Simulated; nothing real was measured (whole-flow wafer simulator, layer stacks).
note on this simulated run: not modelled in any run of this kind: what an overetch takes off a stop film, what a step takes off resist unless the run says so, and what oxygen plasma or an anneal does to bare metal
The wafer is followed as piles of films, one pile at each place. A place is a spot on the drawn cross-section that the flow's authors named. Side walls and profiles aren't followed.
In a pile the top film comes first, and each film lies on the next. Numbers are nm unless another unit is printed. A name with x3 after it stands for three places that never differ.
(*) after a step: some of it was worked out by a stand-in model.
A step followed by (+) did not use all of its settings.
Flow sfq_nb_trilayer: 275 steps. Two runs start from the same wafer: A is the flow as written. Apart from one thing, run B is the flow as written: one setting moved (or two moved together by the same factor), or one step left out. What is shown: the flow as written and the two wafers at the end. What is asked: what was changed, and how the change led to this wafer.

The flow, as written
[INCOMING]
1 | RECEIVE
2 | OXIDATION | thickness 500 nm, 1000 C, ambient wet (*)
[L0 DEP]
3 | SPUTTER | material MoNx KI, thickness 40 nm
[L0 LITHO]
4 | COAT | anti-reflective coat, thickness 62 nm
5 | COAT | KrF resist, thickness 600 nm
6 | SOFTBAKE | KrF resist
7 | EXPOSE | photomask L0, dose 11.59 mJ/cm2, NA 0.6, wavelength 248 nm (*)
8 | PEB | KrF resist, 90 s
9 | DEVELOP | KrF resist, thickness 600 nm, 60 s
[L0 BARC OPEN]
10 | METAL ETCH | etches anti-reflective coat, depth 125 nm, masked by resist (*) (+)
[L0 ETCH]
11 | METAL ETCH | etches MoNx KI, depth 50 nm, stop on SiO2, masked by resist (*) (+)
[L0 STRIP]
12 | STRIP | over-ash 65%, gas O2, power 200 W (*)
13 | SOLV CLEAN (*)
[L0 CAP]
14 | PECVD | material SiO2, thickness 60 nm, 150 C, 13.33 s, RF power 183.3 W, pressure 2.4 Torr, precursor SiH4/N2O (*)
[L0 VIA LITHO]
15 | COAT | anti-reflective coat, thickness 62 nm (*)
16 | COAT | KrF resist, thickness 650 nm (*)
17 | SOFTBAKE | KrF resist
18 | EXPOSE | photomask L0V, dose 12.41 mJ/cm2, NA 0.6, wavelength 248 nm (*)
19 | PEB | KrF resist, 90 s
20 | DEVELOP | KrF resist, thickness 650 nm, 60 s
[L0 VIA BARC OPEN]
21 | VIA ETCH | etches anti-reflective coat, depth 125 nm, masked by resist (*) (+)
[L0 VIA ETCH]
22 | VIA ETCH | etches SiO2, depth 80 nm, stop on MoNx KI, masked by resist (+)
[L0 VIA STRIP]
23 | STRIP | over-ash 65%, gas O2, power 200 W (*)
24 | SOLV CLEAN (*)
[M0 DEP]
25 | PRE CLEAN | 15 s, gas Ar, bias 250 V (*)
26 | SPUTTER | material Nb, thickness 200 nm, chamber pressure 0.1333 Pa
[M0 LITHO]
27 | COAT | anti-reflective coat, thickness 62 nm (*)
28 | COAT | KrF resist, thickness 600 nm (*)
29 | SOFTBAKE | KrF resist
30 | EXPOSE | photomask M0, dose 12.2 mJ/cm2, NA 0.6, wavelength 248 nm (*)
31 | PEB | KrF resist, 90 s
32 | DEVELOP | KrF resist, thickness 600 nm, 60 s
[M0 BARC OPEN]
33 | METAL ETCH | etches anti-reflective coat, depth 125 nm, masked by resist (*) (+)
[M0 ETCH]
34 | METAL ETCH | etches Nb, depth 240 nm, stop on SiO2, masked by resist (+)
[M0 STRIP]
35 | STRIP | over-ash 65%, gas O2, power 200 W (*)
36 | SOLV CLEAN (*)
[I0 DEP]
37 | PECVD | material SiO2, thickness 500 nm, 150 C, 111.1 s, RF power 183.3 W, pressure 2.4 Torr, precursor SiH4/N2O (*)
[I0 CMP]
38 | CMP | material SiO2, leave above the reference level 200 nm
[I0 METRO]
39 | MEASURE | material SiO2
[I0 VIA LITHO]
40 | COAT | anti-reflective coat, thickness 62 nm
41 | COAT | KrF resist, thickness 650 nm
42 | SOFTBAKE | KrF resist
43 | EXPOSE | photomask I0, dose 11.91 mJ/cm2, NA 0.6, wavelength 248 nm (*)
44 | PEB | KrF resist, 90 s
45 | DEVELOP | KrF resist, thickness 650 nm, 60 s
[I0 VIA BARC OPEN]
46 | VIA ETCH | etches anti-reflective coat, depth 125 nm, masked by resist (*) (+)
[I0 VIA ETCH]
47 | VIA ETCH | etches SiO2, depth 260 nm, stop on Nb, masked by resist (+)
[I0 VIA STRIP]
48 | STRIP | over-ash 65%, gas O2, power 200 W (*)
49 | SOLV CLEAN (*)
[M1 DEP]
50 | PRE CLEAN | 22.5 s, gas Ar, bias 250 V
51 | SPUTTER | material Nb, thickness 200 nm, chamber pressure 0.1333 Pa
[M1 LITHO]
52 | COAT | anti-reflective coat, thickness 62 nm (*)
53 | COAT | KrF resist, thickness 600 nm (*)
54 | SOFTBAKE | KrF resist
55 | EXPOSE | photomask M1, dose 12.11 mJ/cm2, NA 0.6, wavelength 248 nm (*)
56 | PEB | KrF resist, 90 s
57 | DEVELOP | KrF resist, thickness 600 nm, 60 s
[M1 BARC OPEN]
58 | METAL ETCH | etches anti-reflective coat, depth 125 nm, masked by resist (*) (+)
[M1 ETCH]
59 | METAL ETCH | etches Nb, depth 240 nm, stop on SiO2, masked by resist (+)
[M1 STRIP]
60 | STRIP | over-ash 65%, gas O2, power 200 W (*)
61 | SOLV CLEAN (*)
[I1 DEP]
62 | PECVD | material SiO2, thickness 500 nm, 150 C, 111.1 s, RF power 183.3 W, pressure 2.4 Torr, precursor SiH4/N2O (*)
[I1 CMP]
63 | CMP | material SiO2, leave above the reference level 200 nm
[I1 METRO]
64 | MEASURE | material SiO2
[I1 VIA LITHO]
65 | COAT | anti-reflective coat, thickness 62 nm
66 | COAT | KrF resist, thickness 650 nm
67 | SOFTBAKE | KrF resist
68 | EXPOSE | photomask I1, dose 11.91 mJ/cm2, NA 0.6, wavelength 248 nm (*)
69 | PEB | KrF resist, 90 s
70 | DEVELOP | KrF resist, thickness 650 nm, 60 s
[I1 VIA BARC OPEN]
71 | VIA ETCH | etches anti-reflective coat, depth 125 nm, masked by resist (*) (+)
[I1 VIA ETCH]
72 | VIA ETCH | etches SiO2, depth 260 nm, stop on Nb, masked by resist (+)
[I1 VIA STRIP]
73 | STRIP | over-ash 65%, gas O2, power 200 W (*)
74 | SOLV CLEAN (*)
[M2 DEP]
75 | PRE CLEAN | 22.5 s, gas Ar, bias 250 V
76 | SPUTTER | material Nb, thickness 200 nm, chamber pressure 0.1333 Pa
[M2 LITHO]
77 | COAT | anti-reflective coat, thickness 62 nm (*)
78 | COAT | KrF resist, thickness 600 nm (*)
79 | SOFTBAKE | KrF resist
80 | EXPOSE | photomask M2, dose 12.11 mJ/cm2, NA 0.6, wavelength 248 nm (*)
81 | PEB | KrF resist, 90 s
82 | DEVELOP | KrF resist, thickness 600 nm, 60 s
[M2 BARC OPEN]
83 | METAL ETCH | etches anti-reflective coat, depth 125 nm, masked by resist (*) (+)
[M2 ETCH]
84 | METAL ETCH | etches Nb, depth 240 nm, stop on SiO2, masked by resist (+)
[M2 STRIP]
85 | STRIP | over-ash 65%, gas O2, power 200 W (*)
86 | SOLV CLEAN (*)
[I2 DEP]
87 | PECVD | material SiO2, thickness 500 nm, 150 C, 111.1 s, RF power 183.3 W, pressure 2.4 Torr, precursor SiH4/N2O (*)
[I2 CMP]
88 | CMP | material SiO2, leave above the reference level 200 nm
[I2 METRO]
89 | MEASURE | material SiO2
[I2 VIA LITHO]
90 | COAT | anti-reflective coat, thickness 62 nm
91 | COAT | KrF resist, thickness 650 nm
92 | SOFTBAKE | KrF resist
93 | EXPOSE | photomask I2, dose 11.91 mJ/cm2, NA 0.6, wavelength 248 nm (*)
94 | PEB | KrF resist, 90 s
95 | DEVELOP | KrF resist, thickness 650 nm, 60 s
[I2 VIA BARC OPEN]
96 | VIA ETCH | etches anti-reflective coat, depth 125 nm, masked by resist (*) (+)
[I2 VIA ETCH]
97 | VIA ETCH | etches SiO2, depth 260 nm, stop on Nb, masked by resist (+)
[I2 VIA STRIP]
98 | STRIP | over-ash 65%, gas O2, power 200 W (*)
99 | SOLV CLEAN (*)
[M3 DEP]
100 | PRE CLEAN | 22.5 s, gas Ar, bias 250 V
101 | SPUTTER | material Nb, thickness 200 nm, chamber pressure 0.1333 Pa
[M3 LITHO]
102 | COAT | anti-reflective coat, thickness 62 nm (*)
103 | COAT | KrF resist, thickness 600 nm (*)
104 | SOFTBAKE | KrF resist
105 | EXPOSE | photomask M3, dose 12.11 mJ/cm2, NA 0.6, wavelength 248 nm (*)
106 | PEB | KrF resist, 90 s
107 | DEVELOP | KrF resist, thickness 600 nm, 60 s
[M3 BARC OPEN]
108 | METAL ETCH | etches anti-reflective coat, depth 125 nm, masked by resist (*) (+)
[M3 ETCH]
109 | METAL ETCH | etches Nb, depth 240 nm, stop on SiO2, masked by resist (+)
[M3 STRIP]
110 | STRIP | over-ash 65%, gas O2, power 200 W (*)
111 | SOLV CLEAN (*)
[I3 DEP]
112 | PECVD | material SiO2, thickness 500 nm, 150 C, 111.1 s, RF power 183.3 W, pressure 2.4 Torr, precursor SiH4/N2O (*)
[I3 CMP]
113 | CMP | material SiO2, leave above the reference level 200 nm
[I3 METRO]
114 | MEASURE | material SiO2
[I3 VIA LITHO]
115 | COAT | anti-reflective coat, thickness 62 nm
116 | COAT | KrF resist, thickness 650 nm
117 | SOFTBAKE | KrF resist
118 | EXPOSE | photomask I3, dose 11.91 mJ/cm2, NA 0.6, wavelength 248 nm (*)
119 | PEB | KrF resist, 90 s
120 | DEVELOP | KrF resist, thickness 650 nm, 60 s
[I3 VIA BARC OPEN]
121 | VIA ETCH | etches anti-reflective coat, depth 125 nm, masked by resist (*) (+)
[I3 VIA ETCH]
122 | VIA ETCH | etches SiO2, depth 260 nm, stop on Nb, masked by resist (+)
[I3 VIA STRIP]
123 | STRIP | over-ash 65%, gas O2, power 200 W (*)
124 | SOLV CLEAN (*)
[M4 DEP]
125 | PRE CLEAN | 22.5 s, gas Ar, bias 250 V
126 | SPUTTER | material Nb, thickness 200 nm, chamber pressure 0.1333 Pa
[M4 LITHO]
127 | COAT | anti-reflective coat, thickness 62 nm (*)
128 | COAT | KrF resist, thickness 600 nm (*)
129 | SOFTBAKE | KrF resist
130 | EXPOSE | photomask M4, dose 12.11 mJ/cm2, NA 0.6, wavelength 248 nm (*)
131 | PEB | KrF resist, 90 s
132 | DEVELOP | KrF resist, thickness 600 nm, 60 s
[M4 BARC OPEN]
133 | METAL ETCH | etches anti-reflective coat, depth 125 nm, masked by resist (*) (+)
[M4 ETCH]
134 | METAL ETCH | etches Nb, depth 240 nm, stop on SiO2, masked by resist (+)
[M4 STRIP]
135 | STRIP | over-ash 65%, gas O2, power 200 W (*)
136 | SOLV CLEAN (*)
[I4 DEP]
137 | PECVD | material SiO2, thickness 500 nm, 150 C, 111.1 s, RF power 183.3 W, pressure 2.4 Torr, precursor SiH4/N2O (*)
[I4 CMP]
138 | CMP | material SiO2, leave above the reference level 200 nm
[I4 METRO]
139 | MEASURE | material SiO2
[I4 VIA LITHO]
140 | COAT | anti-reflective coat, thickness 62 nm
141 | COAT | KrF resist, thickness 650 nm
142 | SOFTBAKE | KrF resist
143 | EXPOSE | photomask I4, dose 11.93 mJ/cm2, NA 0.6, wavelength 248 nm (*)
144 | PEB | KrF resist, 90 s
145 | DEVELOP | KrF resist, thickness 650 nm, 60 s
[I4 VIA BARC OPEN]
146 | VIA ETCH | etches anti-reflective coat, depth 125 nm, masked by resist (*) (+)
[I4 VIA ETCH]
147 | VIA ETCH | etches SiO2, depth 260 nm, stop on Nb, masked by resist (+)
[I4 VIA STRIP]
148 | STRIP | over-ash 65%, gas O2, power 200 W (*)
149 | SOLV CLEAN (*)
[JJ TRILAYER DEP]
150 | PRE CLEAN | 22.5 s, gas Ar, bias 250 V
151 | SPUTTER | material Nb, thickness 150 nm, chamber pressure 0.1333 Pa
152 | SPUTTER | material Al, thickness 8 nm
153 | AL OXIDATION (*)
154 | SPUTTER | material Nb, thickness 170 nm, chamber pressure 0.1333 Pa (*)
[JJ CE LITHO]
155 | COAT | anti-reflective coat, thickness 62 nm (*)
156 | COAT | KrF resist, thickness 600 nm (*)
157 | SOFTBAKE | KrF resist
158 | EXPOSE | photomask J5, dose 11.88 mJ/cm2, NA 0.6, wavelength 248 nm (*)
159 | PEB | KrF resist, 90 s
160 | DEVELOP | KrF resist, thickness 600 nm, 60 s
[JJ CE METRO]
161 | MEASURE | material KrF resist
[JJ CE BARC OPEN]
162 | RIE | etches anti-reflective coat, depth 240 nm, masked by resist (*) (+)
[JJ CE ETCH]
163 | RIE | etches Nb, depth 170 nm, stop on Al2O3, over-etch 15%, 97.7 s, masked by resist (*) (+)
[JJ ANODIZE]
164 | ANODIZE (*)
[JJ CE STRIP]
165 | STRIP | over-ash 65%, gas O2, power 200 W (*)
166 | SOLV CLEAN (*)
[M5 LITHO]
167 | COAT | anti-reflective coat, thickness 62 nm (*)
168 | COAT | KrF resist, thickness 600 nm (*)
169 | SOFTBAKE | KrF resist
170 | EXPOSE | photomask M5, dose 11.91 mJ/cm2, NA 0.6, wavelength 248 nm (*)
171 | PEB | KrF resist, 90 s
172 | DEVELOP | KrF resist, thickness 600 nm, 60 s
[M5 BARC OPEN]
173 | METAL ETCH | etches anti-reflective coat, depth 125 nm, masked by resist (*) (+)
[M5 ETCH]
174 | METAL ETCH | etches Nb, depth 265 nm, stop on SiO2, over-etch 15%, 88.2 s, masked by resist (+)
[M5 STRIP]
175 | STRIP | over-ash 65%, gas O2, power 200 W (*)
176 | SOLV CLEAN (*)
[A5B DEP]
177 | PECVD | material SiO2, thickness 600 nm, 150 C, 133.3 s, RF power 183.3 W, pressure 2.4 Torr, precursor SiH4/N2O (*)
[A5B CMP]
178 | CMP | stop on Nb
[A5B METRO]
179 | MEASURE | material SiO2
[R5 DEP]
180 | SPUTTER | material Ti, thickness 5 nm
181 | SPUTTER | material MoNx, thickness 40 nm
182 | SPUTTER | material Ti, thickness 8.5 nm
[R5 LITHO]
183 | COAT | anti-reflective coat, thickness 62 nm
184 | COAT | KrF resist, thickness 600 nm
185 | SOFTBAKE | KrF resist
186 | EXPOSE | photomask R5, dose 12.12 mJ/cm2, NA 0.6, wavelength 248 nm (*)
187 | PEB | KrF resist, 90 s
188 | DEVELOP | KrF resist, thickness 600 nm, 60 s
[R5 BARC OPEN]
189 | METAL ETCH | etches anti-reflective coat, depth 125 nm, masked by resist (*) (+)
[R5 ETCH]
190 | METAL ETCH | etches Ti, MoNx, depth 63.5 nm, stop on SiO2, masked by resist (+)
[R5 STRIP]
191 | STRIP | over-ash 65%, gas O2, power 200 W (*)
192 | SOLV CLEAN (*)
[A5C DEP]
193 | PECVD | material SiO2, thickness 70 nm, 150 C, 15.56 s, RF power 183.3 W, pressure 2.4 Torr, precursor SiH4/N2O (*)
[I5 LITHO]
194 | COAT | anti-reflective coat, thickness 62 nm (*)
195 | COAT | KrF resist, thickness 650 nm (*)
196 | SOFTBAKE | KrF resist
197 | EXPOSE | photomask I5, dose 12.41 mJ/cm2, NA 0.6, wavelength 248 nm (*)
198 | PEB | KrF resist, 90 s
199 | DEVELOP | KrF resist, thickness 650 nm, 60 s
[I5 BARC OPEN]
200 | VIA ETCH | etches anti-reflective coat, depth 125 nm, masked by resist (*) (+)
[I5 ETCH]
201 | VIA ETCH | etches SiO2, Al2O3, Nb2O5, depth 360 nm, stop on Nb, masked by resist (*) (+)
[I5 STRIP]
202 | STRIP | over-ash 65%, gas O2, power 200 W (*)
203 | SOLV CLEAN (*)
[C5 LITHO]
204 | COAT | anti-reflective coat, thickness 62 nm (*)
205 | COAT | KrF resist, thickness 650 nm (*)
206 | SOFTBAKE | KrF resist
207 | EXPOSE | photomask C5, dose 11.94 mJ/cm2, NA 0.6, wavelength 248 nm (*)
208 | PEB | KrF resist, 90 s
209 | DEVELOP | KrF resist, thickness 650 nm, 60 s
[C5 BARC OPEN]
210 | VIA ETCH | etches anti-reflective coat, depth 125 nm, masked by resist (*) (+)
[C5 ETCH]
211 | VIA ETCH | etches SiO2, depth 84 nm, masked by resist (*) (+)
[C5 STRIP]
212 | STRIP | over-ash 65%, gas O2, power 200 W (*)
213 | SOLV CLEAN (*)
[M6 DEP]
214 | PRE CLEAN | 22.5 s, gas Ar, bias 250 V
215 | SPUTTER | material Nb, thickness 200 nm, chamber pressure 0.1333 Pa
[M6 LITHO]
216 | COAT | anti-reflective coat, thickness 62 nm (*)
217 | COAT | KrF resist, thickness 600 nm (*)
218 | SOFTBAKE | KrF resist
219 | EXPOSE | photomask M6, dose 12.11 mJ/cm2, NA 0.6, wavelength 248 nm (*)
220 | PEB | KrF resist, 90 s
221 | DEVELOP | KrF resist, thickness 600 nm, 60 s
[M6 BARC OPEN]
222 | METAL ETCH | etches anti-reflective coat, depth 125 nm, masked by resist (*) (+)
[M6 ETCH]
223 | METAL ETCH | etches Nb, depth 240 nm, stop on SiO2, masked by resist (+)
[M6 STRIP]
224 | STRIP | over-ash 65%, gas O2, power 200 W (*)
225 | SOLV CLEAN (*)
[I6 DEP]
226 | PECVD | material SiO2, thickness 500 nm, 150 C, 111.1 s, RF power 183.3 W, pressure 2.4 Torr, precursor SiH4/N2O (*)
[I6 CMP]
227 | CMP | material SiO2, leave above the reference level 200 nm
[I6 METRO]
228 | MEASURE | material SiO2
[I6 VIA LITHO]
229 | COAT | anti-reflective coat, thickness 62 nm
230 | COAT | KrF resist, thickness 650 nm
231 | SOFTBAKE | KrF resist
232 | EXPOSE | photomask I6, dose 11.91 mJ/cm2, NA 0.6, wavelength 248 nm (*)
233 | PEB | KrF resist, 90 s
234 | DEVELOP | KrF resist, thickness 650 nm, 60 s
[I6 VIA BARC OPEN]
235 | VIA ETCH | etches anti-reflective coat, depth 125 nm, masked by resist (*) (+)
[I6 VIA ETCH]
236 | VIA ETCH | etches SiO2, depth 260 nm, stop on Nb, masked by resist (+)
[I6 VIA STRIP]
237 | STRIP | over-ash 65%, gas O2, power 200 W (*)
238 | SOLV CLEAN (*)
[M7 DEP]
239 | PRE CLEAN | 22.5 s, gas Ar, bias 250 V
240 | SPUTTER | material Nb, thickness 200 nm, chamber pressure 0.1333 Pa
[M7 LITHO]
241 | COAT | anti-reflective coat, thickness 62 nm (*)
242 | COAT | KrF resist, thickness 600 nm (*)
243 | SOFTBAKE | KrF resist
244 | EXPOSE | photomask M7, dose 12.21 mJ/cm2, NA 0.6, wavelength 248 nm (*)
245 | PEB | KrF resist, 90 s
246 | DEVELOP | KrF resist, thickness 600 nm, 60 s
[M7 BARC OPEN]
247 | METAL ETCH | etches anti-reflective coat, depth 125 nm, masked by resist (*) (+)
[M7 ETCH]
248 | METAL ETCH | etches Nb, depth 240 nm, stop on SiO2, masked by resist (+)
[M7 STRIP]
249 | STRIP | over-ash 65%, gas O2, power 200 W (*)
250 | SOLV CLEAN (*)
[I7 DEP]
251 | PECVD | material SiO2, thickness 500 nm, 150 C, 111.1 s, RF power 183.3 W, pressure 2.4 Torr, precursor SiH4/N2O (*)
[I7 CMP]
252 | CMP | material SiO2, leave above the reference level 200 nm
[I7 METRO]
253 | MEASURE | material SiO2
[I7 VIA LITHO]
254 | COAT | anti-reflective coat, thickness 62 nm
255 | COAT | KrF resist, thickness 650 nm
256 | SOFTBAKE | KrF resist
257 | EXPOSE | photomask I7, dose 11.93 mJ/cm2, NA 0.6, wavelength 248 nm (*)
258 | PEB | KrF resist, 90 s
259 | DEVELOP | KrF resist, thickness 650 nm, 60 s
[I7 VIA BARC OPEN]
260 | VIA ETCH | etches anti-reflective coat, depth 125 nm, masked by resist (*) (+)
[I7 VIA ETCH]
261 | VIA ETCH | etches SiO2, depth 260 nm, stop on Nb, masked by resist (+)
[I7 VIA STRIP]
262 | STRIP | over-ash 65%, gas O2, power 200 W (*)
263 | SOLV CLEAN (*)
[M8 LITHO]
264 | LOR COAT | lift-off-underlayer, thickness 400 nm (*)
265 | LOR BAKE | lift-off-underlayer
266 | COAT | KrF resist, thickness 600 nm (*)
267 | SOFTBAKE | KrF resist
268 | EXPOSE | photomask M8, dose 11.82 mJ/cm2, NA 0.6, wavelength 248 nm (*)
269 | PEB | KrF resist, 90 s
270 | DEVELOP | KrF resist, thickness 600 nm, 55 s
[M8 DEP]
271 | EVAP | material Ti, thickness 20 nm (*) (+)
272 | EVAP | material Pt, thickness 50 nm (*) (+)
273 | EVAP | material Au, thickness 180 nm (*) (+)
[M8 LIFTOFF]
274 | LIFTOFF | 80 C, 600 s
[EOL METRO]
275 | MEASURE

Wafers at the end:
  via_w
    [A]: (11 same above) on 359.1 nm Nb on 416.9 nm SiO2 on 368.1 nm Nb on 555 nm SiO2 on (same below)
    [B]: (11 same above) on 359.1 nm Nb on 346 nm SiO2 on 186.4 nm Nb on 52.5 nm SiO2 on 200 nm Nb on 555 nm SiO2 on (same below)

What caused this: step 47, VIA ETCH: depth 139.8 nm was run, though the flow has depth 260 nm.

How this came from the change, step by step:
  47 | VIA ETCH | etches SiO2, depth 260 nm, stop on Nb, masked by resist (+)
      via_w: A SiO2 loses 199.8 (all of it) | B SiO2 loses 139.8
      field_l, v_sur, via_wl and 102 more: A KrF resist loses 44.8 | B KrF resist loses 24.1
  48 | STRIP | over-ash 65%, gas O2, power 200 W (*)
      field_l, v_sur, via_wl and 102 more: A KrF resist loses 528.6 (all of it), anti-reflective coat loses 62 (all of it) | B KrF resist loses 549.3 (all of it), anti-reflective coat loses 62 (all of it)
  50 | PRE CLEAN | 22.5 s, gas Ar, bias 250 V
      via_w: A Nb loses 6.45 | B SiO2 loses 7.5
  51 | SPUTTER | material Nb, thickness 200 nm, chamber pressure 0.1333 Pa
      via_w: A Nb gains 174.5 | B Nb gains 186.4 (new film)
  52 | COAT | anti-reflective coat, thickness 62 nm (*)
      via_wl: A anti-reflective coat gains 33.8 (new film) | B anti-reflective coat gains 35.8 (new film)
      via_w: A anti-reflective coat gains 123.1 (new film) | B anti-reflective coat gains 109.6 (new film)
      (as well as at 1 more place)
  53 | COAT | KrF resist, thickness 600 nm (*)
      via_w: A KrF resist gains 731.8 (new film) | B KrF resist gains 683.8 (new film)
  60 | STRIP | over-ash 65%, gas O2, power 200 W (*)
      via_wl: A KrF resist loses 385.5 (all of it), anti-reflective coat loses 33.8 (all of it) | B KrF resist loses 390.7 (all of it), anti-reflective coat loses 35.8 (all of it)
      via_w: A KrF resist loses 513.8 (all of it), anti-reflective coat loses 123.1 (all of it) | B KrF resist loses 465.9 (all of it), anti-reflective coat loses 109.6 (all of it)
      (as well as at 1 more place)
  62 | PECVD | material SiO2, thickness 500 nm, 150 C, 111.1 s, RF power 183.3 W, pressure 2.4 Torr, precursor SiH4/N2O (*)
      via_w: A SiO2 gains 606 (new film) | B SiO2 gains 510.6 (new film)
  63 | CMP | material SiO2, leave above the reference level 200 nm
      via_w: A SiO2 loses 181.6 | B SiO2 loses 157.1
If metal films that touch count as one body, via_w has 6 bodies (between them, from the top down: SiO2 192.5; SiO2 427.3 / Al2O3 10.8 / Nb2O5 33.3; SiO2 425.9; SiO2 346; SiO2 52.5); the flow as written gives 5 bodies (between them, from the top down: SiO2 192.5; SiO2 427.3 / Al2O3 10.8 / Nb2O5 33.3; SiO2 425.9; SiO2 416.9).
